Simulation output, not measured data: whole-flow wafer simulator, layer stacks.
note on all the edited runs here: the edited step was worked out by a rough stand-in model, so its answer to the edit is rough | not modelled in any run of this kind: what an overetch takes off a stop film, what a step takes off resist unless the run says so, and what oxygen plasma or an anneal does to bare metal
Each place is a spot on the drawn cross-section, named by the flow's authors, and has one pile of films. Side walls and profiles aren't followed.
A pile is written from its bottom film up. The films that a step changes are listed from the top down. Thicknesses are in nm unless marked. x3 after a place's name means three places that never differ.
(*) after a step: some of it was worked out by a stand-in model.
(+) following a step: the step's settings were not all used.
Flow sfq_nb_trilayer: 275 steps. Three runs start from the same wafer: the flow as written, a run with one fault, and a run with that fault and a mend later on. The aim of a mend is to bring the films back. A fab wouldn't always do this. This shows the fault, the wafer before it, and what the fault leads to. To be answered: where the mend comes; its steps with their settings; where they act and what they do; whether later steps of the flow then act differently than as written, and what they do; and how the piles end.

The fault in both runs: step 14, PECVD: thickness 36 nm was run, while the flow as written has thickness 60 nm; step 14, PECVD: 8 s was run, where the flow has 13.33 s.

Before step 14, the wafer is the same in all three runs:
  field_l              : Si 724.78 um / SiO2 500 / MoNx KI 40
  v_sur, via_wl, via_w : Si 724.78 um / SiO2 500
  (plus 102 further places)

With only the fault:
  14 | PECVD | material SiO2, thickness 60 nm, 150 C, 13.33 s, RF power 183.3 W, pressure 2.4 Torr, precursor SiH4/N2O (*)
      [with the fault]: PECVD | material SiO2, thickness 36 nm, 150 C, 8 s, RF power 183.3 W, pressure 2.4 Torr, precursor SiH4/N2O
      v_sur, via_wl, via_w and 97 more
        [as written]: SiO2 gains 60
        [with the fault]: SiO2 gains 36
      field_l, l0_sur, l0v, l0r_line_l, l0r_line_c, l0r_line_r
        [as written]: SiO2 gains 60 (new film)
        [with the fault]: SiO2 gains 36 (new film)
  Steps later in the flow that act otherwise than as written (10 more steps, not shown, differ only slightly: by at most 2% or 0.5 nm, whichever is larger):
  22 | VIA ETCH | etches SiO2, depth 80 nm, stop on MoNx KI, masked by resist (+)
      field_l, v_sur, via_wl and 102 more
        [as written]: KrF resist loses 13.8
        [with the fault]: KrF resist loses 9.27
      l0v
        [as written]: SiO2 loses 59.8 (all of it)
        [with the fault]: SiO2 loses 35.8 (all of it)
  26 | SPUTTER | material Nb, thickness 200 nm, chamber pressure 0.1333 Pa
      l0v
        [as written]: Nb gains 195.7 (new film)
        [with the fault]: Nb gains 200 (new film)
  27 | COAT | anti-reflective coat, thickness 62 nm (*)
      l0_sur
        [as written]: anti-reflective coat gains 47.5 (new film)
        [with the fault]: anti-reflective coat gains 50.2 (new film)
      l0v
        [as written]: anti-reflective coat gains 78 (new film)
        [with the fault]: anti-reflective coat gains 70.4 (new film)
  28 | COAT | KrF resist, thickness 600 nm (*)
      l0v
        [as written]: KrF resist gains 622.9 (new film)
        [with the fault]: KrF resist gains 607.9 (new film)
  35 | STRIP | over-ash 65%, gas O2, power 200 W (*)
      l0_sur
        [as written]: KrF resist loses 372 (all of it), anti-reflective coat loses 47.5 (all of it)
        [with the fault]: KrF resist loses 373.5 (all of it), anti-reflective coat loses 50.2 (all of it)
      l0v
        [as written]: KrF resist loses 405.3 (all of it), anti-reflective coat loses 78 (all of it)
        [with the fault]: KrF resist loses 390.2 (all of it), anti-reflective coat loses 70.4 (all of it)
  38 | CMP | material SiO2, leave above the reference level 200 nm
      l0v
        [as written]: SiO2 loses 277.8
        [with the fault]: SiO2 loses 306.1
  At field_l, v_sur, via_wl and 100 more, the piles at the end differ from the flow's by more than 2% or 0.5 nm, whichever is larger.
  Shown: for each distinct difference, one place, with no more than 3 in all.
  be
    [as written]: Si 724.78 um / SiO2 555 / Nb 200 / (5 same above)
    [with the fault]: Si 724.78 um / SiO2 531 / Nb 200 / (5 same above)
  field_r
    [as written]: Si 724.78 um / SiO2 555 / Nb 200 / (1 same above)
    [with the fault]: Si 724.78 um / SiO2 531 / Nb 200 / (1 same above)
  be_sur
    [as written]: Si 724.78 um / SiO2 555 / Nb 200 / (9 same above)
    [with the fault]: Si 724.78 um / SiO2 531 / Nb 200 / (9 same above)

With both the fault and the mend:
  After step 14 comes the mend.
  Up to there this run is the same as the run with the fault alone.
  14a | PECVD | material SiO2, thickness 24 nm, 150 C, 5.333 s, RF power 183.3 W, pressure 2.4 Torr, precursor SiH4/N2O (a further turn of the flow's step 14, with different settings)
      field_l, v_sur, via_wl and 103 more
        SiO2 gains 24
  Every later step of the flow that is run acts as written, at every place that is followed, to within 2% or 0.5 nm, whichever is larger.
  By the end, the piles equal the flow's at every place that both follow.
